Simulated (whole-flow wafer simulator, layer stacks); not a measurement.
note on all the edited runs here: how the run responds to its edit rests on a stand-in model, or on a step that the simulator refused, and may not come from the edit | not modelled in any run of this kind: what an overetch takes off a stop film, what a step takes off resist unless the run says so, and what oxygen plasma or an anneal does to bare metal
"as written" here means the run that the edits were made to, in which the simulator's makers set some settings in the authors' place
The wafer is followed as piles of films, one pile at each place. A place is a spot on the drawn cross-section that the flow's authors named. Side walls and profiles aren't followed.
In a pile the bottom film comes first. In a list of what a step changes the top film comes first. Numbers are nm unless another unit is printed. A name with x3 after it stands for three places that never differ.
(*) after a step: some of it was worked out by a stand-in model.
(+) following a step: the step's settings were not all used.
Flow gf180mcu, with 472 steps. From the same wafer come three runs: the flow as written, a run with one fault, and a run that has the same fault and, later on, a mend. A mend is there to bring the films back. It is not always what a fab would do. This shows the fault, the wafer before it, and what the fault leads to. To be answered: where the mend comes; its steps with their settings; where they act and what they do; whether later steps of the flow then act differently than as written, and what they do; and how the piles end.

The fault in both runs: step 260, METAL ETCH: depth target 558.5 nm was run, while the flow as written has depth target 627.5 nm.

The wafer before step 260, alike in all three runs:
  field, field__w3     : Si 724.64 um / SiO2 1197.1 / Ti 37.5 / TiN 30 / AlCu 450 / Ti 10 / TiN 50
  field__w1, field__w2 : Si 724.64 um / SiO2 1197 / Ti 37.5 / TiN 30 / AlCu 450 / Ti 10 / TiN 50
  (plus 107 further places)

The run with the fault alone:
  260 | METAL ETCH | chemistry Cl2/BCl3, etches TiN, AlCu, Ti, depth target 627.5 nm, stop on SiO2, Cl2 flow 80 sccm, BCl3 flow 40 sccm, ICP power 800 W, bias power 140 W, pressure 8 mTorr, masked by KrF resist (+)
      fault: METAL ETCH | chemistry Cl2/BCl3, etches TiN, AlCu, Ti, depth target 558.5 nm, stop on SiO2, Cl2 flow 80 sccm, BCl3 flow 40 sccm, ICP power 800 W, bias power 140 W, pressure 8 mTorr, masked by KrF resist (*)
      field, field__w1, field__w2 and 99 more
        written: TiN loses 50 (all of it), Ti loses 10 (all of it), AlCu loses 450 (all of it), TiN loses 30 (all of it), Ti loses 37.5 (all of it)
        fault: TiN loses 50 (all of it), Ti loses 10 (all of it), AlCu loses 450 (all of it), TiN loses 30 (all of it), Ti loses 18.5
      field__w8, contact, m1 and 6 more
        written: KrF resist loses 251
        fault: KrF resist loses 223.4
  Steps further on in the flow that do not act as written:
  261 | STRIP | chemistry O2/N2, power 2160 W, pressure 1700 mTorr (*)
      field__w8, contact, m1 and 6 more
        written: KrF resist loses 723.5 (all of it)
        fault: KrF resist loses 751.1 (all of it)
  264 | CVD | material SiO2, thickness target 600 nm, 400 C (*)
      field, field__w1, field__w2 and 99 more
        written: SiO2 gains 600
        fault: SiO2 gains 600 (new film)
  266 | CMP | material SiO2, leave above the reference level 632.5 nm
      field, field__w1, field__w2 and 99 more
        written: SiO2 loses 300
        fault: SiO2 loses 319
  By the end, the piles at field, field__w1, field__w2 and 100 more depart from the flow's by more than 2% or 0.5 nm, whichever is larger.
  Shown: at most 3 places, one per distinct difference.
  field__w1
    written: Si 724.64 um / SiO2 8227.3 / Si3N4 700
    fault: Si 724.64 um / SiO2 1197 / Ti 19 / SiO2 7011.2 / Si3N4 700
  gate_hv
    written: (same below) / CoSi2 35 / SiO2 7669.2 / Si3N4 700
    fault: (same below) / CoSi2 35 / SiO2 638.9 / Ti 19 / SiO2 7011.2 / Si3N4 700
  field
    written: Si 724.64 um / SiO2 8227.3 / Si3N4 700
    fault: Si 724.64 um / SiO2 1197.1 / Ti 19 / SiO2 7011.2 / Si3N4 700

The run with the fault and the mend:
  The mend stands after step 262.
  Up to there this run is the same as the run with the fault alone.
  262a | DEHYDRATE | 200 C, 60 s (the flow's step 253 again)
      does not change any film at any place that is followed
  262b | HMDS | 120 C, 60 s (the flow's step 254 again)
      does not change any film at any place that is followed
  262c | COAT | KrF resist, thickness 1000 nm (*) (the flow's step 255 again)
      iso_ptap_pw, iso_ntap_nw, iso_nw_fld and 33 more
        KrF resist gains 1000 (new film)
      field__w2, field__w3, field__w7 and 14 more
        KrF resist gains 1003.6 (new film)
      ld_acc_p, ld_fp_p, ld_drift_p, ld_drn_p, ld_body_p_dnw, nw_enc_fld, nw_enc_fld__w1
        KrF resist gains 1003.2 (new film)
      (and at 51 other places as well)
  262d | SOFTBAKE | KrF resist (the flow's step 256 again)
      does not change any film at any place that is followed
  262e | EXPOSE | photomask Metal1 (the flow's step 257 again)
      does not change any film at any place that is followed
  262f | PEB | KrF resist, 135 C, 90 s (the flow's step 258 again)
      field__w1, field__w2, field__w3 and 55 more
        KrF resist loses 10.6
      iso_ptap_pw, iso_ntap_nw, iso_nw_fld and 33 more
        KrF resist loses 10.5
      gate_hv, sd_p, nw_enc_fld_lv__w3
        KrF resist loses 10.7
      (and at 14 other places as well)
  262g | DEVELOP | thickness 1000 nm, 60 s (the flow's step 259 again)
      iso_ptap_pw, iso_ntap_nw, iso_nw_fld and 33 more
        KrF resist loses 989.5 (all of it)
      field__w2, field__w3, field__w7 and 16 more
        KrF resist loses 993 (all of it)
      field__w8, contact, m1 and 6 more
        KrF resist loses 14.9
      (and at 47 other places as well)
  262h | METAL ETCH | chemistry Cl2/BCl3, etches TiN, AlCu, Ti, depth target 69 nm, stop on SiO2, Cl2 flow 80 sccm, BCl3 flow 40 sccm, ICP power 800 W, bias power 140 W, pressure 8 mTorr, masked by KrF resist (+) (the flow's step 260 again, with other settings)
      field, field__w1, field__w2 and 99 more
        Ti loses 19 (all of it)
      field__w8, contact, m1 and 6 more
        KrF resist loses 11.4
  262i | STRIP | chemistry O2/N2, power 2160 W, pressure 1700 mTorr (*) (the flow's step 261 again)
      field__w8
        KrF resist loses 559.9 (all of it)
      contact
        KrF resist loses 557.8 (all of it)
      m1
        KrF resist loses 561.4 (all of it)
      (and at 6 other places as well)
  262j | STRIP | chemistry post etch residue remover, 72.5 C, 1200 s (*) (the flow's step 262 again)
      field__w8, contact, m1 and 6 more
        TiN loses 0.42
  Later steps of the flow that are run all act as written at every place that is followed, up to a difference of at most 2% or 0.5 nm, whichever is larger.
  When the end is reached, the piles differ only a little from the flow's at the places that both follow, at most by 2% or 0.5 nm, whichever is larger.
